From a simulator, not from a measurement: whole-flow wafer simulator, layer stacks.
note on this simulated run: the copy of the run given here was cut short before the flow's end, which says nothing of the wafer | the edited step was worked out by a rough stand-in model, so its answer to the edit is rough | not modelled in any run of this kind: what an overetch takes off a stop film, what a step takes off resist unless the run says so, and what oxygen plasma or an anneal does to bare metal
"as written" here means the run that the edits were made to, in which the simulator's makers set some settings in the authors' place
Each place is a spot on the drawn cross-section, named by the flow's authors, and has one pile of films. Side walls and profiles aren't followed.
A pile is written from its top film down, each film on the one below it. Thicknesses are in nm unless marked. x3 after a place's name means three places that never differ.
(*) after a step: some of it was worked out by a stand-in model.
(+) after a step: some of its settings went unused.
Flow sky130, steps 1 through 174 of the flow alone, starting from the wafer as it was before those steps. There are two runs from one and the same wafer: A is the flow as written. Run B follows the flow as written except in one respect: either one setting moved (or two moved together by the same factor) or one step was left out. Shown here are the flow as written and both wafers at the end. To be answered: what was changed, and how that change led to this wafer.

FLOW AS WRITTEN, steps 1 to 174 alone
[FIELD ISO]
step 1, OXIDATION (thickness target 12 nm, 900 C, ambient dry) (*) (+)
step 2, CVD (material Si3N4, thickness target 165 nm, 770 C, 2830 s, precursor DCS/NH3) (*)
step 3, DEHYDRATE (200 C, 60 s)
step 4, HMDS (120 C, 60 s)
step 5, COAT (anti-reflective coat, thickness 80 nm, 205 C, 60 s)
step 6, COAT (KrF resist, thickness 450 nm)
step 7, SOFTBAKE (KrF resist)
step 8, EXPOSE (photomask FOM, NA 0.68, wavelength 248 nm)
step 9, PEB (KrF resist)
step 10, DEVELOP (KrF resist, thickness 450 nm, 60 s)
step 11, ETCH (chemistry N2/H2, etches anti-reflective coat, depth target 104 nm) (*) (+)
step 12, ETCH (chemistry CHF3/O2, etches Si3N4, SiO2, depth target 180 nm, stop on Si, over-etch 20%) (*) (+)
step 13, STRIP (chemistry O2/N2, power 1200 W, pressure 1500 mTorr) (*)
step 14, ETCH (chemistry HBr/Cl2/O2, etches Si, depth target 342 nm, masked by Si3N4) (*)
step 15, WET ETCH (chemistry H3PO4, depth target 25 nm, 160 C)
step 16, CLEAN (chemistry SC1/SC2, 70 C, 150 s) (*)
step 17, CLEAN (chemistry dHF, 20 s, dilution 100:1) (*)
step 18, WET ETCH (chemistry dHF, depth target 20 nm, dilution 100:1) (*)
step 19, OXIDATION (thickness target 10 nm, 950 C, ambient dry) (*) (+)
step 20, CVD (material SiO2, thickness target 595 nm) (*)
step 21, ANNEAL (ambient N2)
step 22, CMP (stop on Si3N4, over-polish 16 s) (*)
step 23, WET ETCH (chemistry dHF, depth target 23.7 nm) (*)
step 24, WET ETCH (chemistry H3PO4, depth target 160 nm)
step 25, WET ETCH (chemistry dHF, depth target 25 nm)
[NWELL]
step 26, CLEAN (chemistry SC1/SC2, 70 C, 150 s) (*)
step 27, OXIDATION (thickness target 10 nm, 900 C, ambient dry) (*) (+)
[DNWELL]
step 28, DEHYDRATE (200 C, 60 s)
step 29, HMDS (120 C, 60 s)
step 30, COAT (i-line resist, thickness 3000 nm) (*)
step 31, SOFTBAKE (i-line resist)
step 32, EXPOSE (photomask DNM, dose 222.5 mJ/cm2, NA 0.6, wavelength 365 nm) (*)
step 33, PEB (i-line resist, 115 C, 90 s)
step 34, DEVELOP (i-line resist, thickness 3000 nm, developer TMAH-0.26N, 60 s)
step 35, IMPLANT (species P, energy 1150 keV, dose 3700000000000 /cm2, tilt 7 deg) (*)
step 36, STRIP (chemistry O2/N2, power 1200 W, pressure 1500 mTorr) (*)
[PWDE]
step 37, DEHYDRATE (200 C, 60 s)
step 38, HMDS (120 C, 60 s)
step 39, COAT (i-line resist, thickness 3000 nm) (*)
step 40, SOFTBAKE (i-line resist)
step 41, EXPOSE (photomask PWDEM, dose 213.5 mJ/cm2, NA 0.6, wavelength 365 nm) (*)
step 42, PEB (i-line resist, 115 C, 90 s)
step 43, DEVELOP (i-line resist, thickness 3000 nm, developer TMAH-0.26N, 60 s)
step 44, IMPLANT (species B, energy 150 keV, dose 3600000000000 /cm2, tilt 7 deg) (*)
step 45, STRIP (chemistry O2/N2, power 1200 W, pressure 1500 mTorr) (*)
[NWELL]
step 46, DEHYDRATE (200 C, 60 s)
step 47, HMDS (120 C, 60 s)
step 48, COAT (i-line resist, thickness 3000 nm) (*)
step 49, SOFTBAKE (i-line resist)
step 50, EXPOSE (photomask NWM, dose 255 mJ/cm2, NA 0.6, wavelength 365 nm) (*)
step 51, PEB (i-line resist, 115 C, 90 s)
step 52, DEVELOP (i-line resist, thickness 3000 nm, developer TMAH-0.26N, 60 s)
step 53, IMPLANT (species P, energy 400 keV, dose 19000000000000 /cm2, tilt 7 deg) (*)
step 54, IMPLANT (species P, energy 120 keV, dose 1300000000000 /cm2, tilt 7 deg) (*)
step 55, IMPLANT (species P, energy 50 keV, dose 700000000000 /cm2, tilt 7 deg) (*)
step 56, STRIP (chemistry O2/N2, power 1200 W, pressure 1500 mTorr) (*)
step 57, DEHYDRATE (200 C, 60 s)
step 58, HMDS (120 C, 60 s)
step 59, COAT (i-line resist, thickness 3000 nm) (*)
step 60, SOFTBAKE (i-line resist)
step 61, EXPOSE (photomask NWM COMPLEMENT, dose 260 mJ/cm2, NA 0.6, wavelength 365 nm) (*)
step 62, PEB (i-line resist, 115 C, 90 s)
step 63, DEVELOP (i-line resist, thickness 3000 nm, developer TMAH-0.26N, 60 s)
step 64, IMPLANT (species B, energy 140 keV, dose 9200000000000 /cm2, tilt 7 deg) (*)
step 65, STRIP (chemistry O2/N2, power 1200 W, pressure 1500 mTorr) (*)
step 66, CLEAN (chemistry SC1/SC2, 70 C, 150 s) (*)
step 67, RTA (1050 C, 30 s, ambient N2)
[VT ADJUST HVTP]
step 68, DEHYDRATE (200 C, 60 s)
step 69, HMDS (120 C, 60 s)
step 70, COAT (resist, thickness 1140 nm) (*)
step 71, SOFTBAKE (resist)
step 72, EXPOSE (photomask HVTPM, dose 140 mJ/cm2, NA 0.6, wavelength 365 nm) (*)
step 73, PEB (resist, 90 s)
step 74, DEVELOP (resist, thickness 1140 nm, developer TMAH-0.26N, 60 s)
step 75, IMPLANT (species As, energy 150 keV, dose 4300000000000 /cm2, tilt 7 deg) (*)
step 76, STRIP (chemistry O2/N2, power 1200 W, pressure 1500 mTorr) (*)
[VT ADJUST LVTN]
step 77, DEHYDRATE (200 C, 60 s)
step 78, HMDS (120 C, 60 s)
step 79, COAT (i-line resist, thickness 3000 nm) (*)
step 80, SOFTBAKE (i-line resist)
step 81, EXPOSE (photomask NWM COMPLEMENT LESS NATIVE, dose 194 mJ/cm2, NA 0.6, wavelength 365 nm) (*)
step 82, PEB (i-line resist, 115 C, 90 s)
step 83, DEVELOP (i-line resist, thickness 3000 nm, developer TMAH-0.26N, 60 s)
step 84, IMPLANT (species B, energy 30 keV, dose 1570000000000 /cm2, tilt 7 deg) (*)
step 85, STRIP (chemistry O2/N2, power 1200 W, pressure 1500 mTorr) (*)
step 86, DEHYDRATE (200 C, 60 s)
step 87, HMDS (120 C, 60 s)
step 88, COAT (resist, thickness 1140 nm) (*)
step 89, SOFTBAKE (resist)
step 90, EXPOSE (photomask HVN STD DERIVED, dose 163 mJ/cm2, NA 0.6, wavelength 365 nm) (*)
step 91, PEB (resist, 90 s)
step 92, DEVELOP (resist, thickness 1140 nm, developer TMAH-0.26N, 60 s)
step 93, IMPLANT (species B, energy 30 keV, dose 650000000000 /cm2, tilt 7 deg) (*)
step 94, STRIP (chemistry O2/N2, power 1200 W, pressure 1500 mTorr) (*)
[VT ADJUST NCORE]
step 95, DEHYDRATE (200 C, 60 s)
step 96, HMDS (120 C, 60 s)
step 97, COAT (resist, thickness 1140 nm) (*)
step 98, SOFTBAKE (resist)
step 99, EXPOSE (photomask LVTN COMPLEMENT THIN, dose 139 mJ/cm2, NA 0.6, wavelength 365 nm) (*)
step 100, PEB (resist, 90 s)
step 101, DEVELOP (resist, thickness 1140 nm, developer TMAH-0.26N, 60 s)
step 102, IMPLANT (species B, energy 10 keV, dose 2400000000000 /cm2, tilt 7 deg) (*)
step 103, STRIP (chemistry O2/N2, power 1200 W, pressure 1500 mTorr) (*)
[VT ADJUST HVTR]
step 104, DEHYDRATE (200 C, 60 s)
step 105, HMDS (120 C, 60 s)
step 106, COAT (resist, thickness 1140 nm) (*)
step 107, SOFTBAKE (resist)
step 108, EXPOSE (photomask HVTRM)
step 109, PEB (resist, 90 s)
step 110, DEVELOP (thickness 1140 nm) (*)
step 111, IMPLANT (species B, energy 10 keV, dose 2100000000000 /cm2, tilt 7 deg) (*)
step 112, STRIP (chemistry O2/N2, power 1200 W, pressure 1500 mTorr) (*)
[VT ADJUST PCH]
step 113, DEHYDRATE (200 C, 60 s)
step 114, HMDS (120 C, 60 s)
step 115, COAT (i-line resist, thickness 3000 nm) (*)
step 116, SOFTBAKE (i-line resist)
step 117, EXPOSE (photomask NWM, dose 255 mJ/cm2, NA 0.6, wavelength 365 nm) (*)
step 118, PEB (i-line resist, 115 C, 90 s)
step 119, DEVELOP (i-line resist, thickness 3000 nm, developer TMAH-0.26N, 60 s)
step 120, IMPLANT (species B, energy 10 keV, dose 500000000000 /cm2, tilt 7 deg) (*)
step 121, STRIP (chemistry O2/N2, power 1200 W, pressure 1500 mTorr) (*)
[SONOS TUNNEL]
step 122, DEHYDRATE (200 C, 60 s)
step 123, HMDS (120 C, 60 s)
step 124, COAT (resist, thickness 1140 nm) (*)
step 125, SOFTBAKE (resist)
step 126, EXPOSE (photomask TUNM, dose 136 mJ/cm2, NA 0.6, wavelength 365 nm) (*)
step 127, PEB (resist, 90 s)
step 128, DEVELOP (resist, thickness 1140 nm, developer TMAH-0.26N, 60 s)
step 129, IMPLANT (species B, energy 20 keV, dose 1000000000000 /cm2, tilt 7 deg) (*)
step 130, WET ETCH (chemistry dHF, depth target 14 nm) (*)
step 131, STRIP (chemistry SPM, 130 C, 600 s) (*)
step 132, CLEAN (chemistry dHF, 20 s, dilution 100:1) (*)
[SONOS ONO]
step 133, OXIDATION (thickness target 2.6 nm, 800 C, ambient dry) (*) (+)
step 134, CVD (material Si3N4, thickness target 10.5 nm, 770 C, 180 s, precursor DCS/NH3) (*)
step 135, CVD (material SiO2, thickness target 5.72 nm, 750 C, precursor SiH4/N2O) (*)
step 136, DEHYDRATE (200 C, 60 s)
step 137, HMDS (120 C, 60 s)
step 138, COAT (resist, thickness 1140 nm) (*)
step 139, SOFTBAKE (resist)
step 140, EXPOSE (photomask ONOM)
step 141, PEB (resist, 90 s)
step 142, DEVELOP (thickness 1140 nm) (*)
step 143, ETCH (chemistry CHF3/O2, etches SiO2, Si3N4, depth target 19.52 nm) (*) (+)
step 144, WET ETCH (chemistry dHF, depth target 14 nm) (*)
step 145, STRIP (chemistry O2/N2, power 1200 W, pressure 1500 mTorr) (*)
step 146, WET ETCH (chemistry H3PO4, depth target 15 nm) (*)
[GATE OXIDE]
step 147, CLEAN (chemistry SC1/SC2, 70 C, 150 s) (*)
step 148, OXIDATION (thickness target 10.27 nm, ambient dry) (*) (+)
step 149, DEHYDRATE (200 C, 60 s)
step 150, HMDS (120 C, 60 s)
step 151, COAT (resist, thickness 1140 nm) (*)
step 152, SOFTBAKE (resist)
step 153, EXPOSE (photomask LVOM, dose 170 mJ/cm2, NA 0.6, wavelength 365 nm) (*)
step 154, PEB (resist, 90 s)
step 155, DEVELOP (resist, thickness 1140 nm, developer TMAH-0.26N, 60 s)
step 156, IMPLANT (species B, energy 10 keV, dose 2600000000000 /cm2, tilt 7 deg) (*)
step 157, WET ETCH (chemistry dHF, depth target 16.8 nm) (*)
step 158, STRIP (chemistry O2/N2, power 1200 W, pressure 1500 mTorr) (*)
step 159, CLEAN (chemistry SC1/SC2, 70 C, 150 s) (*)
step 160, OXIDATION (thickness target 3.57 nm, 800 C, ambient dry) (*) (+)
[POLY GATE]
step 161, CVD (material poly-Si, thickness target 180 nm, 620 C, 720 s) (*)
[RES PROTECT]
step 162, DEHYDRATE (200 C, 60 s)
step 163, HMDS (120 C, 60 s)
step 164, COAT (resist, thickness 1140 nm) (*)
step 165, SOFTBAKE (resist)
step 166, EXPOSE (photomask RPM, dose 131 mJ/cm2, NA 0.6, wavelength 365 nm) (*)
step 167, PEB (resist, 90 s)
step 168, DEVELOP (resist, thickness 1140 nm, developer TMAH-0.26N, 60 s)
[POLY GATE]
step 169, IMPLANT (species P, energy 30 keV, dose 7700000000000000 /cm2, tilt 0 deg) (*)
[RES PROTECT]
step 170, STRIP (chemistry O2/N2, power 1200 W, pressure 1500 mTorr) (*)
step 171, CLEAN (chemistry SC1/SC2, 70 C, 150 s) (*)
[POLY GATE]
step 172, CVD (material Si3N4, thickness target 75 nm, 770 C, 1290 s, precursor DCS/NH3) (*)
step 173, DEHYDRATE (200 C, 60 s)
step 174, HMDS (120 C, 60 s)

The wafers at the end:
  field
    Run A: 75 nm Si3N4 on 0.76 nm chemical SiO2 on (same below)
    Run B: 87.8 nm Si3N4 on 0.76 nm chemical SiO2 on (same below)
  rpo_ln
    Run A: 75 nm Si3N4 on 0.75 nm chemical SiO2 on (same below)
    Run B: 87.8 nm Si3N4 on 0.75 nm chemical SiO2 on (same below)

The reason: step 172, CVD: 781 C was run, while the flow as written has 770 C.

Step by step, how the change led to this:
  step 172, CVD (material Si3N4, thickness target 75 nm, 770 C, 1290 s, precursor DCS/NH3) (*)
      field, active, n_well and 187 more: A Si3N4 gains 75 (new film) | B Si3N4 gains 87.8 (new film)
